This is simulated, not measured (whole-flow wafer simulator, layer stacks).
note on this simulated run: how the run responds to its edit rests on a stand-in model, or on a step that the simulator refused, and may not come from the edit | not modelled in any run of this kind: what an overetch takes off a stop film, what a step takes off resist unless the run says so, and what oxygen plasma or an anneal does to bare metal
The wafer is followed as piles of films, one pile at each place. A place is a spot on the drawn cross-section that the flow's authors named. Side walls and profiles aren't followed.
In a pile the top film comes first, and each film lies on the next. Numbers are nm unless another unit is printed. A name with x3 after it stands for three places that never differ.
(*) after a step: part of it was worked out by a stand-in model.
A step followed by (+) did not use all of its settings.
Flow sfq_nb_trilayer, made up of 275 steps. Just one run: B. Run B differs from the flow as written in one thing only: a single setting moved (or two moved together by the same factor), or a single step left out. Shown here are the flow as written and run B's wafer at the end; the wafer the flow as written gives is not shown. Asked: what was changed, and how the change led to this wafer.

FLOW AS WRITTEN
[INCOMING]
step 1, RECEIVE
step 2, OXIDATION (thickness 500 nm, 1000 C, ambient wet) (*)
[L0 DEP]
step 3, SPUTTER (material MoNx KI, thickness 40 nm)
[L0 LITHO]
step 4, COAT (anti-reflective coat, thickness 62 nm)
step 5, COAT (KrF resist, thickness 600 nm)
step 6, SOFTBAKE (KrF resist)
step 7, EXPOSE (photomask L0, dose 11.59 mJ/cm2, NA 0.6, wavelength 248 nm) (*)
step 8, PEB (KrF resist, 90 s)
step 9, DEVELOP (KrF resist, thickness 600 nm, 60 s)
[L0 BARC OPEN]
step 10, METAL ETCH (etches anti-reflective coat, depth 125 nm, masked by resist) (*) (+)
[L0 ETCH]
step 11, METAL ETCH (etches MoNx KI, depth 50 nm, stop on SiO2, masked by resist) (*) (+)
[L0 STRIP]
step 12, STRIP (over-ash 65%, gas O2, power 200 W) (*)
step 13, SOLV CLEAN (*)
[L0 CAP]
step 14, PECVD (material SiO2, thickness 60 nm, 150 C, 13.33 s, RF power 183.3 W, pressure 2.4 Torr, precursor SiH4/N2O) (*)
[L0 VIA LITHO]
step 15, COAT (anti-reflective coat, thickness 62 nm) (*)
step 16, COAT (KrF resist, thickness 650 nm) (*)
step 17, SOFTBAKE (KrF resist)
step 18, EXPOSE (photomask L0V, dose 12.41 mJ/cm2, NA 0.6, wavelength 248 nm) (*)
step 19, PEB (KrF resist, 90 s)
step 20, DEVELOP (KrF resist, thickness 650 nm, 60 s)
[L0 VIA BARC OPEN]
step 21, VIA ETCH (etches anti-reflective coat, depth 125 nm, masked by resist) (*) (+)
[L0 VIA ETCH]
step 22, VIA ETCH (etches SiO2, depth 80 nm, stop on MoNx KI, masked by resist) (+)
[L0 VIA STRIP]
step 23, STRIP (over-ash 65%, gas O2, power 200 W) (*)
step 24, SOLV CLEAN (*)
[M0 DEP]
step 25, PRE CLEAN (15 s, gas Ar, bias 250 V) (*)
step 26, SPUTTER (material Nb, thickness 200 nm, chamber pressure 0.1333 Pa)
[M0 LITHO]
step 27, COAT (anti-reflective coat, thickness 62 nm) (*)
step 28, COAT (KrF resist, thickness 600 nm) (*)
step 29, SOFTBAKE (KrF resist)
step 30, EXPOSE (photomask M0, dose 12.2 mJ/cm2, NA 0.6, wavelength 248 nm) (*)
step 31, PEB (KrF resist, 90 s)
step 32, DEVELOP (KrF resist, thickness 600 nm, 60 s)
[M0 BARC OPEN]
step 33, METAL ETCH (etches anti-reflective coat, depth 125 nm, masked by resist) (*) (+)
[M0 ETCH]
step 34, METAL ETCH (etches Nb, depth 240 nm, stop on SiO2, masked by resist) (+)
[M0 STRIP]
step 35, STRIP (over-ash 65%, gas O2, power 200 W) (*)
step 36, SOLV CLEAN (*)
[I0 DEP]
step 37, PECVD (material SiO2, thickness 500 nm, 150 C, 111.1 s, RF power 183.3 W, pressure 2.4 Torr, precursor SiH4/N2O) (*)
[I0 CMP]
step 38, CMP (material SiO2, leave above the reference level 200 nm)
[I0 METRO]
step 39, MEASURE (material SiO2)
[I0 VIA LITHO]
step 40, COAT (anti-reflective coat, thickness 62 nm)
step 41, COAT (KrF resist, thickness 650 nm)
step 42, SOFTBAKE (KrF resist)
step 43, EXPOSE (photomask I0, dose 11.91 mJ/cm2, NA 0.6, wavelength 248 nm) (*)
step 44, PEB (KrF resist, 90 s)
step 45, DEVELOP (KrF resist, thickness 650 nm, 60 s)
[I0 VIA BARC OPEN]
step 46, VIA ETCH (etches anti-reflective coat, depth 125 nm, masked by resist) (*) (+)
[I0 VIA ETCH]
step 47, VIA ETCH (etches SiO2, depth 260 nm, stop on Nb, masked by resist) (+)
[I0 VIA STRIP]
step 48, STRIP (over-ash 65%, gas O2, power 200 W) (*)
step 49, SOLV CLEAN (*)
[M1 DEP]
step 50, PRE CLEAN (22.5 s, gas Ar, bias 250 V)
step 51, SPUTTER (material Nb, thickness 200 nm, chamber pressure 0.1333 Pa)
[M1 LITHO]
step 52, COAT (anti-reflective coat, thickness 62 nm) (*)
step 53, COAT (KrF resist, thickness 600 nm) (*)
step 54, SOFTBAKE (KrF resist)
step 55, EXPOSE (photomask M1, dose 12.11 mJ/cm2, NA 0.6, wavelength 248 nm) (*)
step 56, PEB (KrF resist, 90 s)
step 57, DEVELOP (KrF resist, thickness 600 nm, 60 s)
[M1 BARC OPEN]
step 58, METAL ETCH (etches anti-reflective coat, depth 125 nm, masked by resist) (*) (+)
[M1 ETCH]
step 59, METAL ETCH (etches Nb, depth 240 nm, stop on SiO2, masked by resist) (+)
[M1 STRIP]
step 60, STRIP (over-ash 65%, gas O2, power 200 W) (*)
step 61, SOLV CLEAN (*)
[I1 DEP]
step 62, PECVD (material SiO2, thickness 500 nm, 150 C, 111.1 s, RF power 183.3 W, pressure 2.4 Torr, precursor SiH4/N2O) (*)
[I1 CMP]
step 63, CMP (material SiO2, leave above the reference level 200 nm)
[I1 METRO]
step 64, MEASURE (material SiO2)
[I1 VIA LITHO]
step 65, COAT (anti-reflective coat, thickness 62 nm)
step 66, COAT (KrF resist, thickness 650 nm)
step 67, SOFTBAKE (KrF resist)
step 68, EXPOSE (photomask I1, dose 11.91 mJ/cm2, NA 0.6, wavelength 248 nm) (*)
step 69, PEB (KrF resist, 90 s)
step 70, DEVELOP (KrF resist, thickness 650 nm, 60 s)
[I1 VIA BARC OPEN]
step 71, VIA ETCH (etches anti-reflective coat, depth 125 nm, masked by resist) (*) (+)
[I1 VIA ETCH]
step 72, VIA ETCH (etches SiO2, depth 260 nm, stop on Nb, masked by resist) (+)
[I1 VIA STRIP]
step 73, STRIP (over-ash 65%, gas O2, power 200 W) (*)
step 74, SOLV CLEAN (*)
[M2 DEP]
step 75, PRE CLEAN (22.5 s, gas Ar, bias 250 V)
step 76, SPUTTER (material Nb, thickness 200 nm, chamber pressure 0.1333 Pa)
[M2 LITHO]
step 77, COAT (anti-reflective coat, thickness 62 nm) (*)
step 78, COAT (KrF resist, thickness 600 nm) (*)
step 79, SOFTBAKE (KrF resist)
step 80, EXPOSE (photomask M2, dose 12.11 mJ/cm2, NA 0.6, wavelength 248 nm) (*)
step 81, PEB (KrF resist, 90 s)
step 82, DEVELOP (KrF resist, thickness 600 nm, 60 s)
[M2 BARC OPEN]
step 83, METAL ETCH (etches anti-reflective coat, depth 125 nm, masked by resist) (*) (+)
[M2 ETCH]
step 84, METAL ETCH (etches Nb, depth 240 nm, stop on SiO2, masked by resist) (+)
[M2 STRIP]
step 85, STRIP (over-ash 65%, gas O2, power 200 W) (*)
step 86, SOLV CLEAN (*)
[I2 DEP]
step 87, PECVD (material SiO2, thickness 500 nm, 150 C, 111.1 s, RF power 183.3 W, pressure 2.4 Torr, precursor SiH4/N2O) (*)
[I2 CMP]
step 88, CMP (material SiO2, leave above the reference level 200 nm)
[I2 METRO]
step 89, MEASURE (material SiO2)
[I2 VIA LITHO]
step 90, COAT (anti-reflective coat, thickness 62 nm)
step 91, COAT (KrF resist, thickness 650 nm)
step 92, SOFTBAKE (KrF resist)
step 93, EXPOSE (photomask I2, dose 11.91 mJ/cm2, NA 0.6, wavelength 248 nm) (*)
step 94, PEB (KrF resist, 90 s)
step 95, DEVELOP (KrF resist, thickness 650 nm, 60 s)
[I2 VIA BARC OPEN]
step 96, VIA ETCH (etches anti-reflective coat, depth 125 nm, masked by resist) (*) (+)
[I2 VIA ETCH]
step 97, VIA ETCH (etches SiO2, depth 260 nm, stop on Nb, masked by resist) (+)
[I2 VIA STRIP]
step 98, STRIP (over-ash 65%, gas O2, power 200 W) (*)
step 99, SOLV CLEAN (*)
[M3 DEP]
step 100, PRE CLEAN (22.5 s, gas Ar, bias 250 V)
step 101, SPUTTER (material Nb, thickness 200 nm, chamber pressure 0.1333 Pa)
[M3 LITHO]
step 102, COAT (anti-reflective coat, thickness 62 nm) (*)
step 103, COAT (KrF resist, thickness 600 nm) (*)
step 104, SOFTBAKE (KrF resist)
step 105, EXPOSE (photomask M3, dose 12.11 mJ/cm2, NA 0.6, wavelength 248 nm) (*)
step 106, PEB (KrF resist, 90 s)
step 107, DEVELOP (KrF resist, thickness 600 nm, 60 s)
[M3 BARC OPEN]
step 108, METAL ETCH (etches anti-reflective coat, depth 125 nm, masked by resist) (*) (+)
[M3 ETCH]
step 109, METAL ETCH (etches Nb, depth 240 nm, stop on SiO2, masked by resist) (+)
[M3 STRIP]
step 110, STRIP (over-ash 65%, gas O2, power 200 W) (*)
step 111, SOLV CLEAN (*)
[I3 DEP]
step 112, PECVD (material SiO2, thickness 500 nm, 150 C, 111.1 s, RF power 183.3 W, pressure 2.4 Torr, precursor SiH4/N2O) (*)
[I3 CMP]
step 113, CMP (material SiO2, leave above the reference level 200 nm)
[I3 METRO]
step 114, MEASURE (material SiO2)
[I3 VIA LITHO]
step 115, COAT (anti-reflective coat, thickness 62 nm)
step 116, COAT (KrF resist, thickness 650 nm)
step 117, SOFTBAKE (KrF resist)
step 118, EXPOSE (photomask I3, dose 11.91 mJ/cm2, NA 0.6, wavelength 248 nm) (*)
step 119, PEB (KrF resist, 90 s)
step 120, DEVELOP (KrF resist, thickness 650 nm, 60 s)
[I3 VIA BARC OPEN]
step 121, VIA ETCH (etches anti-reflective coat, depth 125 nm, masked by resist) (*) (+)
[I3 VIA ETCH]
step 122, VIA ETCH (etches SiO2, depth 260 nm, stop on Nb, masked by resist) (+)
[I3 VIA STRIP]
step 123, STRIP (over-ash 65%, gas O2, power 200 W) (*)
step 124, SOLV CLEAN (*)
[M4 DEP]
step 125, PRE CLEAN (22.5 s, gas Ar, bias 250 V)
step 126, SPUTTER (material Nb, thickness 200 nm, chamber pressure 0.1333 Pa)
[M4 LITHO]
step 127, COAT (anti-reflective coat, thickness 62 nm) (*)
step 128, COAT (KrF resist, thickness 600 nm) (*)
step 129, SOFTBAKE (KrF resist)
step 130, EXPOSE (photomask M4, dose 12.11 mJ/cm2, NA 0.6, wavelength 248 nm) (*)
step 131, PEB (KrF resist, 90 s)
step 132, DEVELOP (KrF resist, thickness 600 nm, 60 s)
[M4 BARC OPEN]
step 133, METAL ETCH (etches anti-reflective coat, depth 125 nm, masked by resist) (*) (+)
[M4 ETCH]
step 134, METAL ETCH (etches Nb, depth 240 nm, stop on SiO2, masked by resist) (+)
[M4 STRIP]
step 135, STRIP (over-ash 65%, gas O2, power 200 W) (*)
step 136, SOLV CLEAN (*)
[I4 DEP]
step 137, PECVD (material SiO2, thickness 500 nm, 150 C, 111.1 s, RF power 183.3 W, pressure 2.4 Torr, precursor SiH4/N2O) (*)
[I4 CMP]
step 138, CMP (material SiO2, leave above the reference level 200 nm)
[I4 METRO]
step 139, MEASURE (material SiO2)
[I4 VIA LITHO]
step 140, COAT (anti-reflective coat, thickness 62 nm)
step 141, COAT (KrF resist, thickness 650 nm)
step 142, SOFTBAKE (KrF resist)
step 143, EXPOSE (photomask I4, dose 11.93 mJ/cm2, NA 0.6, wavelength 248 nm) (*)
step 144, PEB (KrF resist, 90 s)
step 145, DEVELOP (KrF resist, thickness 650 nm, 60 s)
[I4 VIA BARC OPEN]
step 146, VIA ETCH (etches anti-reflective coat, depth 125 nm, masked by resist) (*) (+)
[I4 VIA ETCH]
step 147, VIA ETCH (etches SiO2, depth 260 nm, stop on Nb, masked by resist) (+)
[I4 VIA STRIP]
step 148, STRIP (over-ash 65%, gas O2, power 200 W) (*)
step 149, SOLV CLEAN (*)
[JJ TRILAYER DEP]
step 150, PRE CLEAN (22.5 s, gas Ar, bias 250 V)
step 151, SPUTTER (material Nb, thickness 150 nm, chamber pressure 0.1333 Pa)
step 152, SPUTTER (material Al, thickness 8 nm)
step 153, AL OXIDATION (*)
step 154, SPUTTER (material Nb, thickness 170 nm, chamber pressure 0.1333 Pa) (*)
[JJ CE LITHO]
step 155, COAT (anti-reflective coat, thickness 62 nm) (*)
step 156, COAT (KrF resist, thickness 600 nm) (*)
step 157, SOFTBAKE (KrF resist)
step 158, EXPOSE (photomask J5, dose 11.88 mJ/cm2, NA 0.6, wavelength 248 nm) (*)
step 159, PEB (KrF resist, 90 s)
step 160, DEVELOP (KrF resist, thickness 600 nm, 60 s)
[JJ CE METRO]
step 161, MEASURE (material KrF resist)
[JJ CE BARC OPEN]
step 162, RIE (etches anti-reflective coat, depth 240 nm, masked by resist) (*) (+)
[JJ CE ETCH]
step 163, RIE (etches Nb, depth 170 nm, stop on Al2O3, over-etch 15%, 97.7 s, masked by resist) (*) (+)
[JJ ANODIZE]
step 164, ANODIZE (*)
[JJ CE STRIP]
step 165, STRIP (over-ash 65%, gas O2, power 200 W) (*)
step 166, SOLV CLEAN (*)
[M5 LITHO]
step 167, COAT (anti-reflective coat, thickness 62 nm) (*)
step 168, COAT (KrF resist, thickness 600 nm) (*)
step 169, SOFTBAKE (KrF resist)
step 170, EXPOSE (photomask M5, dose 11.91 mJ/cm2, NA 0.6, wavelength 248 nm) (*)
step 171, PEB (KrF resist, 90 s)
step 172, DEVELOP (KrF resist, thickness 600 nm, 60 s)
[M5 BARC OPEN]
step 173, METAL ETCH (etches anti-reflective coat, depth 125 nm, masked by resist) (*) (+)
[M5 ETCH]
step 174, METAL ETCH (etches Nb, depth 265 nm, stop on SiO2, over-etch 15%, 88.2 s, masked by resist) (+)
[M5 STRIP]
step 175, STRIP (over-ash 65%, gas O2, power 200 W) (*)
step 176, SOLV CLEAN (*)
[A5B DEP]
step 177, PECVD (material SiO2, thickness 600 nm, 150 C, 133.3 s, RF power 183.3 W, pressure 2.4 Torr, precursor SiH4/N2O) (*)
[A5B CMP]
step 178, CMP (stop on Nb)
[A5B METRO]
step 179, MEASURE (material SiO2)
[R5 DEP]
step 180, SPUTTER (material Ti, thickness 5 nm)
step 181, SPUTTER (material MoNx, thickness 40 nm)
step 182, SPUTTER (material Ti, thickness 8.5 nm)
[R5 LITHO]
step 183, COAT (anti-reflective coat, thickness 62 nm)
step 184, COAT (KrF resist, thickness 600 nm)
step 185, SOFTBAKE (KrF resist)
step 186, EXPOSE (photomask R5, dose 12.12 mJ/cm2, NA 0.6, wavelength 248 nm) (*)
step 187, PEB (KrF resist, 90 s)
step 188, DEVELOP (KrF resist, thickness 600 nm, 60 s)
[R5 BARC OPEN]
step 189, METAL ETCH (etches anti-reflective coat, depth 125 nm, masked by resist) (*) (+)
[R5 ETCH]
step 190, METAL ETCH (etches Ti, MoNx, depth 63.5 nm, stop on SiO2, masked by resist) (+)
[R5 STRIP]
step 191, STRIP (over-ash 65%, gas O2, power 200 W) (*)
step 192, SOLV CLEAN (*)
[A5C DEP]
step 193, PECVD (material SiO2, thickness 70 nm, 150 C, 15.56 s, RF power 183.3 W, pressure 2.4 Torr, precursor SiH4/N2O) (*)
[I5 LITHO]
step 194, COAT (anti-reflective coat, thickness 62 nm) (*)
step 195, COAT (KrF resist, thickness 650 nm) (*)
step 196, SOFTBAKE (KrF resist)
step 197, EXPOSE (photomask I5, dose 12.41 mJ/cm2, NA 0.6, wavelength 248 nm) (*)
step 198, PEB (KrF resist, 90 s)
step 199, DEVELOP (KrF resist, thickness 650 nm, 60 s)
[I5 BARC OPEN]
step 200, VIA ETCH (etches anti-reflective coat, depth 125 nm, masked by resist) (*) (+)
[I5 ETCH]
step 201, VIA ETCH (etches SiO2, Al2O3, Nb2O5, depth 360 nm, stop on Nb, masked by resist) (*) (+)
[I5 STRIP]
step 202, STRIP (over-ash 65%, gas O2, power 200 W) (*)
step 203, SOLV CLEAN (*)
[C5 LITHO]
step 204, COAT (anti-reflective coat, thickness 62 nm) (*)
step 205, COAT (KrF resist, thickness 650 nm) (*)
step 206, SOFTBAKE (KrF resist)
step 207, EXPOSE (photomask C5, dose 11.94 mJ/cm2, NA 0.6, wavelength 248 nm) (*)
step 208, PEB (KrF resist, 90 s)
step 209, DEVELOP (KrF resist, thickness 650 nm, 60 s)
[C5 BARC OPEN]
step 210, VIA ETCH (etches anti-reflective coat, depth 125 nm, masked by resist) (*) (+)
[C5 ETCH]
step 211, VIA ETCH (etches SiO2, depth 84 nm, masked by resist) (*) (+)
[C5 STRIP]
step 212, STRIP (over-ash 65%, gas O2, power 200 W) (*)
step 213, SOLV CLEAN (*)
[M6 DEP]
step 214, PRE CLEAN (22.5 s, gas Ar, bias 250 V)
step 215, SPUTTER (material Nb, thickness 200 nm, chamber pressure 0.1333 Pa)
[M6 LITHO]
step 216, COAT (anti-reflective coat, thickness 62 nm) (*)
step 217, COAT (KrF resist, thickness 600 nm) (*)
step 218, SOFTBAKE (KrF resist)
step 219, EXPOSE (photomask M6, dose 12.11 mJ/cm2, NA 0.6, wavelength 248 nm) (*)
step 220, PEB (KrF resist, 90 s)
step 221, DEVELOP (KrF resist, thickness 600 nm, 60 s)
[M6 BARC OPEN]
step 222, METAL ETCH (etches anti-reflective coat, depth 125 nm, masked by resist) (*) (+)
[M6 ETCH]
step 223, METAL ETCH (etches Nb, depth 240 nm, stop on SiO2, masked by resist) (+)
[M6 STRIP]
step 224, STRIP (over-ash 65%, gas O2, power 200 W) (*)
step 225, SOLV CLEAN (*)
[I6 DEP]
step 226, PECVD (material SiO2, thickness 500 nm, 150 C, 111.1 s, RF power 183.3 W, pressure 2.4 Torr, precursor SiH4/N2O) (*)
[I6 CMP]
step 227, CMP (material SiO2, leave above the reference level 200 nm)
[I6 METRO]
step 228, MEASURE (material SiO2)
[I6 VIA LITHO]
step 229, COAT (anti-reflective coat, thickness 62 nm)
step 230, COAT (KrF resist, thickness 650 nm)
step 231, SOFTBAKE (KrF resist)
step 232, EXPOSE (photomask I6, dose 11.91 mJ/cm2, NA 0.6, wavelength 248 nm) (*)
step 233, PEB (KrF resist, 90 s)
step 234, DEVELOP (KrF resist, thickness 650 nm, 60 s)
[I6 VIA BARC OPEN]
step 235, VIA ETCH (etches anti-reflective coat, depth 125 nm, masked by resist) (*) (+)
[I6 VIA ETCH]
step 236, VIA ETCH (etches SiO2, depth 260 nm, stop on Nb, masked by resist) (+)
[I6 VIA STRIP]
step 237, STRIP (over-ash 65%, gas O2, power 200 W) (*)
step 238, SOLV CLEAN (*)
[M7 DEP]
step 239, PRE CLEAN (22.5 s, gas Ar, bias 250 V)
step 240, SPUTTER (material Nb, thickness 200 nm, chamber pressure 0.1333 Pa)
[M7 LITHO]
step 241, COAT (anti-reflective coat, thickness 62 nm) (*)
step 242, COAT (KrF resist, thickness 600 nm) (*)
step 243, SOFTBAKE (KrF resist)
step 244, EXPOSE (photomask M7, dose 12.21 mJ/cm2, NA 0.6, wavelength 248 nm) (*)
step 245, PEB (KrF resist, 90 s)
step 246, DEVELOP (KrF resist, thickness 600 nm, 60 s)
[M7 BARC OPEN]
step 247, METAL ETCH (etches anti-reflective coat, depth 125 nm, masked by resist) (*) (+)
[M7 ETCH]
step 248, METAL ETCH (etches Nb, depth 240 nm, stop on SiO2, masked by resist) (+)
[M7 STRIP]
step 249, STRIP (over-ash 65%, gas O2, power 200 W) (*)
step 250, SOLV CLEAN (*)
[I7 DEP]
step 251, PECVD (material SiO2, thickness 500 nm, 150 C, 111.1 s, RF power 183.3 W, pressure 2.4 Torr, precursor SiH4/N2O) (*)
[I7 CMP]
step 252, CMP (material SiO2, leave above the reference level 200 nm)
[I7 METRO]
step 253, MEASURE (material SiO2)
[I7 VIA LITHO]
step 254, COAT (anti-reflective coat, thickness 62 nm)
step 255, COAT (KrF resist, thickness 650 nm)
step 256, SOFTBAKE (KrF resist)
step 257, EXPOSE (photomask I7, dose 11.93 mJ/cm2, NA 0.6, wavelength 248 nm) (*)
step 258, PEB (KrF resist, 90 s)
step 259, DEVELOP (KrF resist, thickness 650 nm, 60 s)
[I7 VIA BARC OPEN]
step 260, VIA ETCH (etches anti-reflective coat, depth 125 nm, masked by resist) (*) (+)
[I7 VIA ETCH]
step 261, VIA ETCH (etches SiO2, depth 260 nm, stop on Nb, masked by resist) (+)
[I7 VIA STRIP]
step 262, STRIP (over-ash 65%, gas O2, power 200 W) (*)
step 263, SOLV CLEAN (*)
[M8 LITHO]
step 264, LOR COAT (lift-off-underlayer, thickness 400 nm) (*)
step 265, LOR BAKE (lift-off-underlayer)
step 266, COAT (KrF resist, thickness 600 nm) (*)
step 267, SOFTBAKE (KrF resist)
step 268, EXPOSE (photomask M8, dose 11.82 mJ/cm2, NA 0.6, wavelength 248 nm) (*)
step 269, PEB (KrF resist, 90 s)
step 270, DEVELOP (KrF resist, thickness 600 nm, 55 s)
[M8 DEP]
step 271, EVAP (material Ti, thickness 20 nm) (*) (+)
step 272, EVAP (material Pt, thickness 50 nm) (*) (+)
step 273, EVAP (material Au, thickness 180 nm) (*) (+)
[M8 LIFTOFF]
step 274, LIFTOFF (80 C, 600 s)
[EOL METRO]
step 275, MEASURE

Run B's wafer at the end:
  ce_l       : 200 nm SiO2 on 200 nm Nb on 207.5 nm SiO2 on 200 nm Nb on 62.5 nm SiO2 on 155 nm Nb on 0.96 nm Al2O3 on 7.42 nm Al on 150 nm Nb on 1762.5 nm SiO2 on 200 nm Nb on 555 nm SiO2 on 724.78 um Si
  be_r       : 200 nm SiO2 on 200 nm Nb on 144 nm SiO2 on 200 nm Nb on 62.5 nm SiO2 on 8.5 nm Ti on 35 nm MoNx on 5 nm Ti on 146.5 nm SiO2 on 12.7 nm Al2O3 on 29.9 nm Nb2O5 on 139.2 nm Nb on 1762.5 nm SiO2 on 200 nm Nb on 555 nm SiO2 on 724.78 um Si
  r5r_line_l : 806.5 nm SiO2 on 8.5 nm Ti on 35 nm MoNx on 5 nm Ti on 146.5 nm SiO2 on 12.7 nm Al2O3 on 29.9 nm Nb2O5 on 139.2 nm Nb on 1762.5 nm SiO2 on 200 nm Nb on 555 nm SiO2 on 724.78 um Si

The reason: step 181, SPUTTER: thickness 35 nm was run, while the flow as written has thickness 40 nm.
The wafer itself shows it: be_r has MoNx 35, and step 181 as written asks for 40 nm.

Step by step, how the change led to this:
  step 181, SPUTTER (material MoNx, thickness 40 nm)
      field_l, v_sur, via_wl and 103 more: MoNx gains 35 (new film) (as written it would have been: MoNx gains 40 (new film))
  step 190, METAL ETCH (etches Ti, MoNx, depth 63.5 nm, stop on SiO2, masked by resist) (+)
      field_l, v_sur, via_wl and 92 more: Ti loses 8.5 (all of it), MoNx loses 35 (all of it), Ti loses 5 (all of it) (as written it would have been: Ti loses 8.5 (all of it), MoNx loses 40 (all of it), Ti loses 5 (all of it))
      ce_l, c5j, ce_r, wl_jj: Ti loses 8.5 (all of it), MoNx loses 35 (all of it), Ti loses 5 (all of it), Nb loses 15 (as written it would have been: Ti loses 8.5 (all of it), MoNx loses 40 (all of it), Ti loses 5 (all of it), Nb loses 10)
  step 194, COAT (anti-reflective coat, thickness 62 nm) (*)
      r5r_spacepad_l, r5r_spacepad_r: anti-reflective coat gains 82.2 (new film) (as written it would have been: anti-reflective coat gains 84.4 (new film))
      ce_l: anti-reflective coat gains 69.4 (new film) (as written it would have been: anti-reflective coat gains 67.2 (new film))
      (also at 5 further places)
  step 202, STRIP (over-ash 65%, gas O2, power 200 W) (*)
      r5r_spacepad_l, r5r_spacepad_r: KrF resist loses 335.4 (all of it), anti-reflective coat loses 82.2 (all of it) (as written it would have been: KrF resist loses 335.6 (all of it), anti-reflective coat loses 84.4 (all of it))
      ce_l: KrF resist loses 342.8 (all of it), anti-reflective coat loses 69.4 (all of it) (as written it would have been: KrF resist loses 341.5 (all of it), anti-reflective coat loses 67.2 (all of it))
      (also at 5 further places)
  step 204, COAT (anti-reflective coat, thickness 62 nm) (*)
      r5r_spacepad_l, r5r_spacepad_r: anti-reflective coat gains 82.2 (new film) (as written it would have been: anti-reflective coat gains 84.4 (new film))
      ce_l: anti-reflective coat gains 68.2 (new film) (as written it would have been: anti-reflective coat gains 66 (new film))
      (also at 4 further places)
  step 210, VIA ETCH (etches anti-reflective coat, depth 125 nm, masked by resist) (*) (+)
      c5j: anti-reflective coat loses 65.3 (all of it), SiO2 loses 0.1 (as written it would have been: anti-reflective coat loses 63.9 (all of it), SiO2 loses 0.11)
  step 212, STRIP (over-ash 65%, gas O2, power 200 W) (*)
      r5r_spacepad_l, r5r_spacepad_r: KrF resist loses 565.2 (all of it), anti-reflective coat loses 82.2 (all of it) (as written it would have been: KrF resist loses 565.8 (all of it), anti-reflective coat loses 84.4 (all of it))
      ce_l: KrF resist loses 568.4 (all of it), anti-reflective coat loses 68.2 (all of it) (as written it would have been: KrF resist loses 567.4 (all of it), anti-reflective coat loses 66 (all of it))
      (also at 3 further places)
  step 216, COAT (anti-reflective coat, thickness 62 nm) (*)
      r5r_spacepad_l, r5r_spacepad_r: anti-reflective coat gains 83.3 (new film) (as written it would have been: anti-reflective coat gains 85.7 (new film))
      ce_l: anti-reflective coat gains 49.6 (new film) (as written it would have been: anti-reflective coat gains 48 (new film))
      (also at 3 further places)
  step 222, METAL ETCH (etches anti-reflective coat, depth 125 nm, masked by resist) (*) (+)
      r5r_spacepad_l, r5r_spacepad_r: anti-reflective coat loses 83.3 (all of it) (as written it would have been: anti-reflective coat loses 85.7 (all of it))
  step 224, STRIP (over-ash 65%, gas O2, power 200 W) (*)
      ce_l: KrF resist loses 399 (all of it), anti-reflective coat loses 49.6 (all of it) (as written it would have been: KrF resist loses 397.1 (all of it), anti-reflective coat loses 48 (all of it))
      ce_r: KrF resist loses 404.9 (all of it), anti-reflective coat loses 50.3 (all of it) (as written it would have been: KrF resist loses 403.5 (all of it), anti-reflective coat loses 48.8 (all of it))
      (also at 2 further places)
  step 227, CMP (material SiO2, leave above the reference level 200 nm)
      r5r_line_l, r5r_line_c, r5r_line_r: SiO2 loses 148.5 (as written it would have been: SiO2 loses 153.5)
      r5r_spacepad_l, r5r_spacepad_r: SiO2 loses 146 (as written it would have been: SiO2 loses 153.5)
      (also at 1 further place)
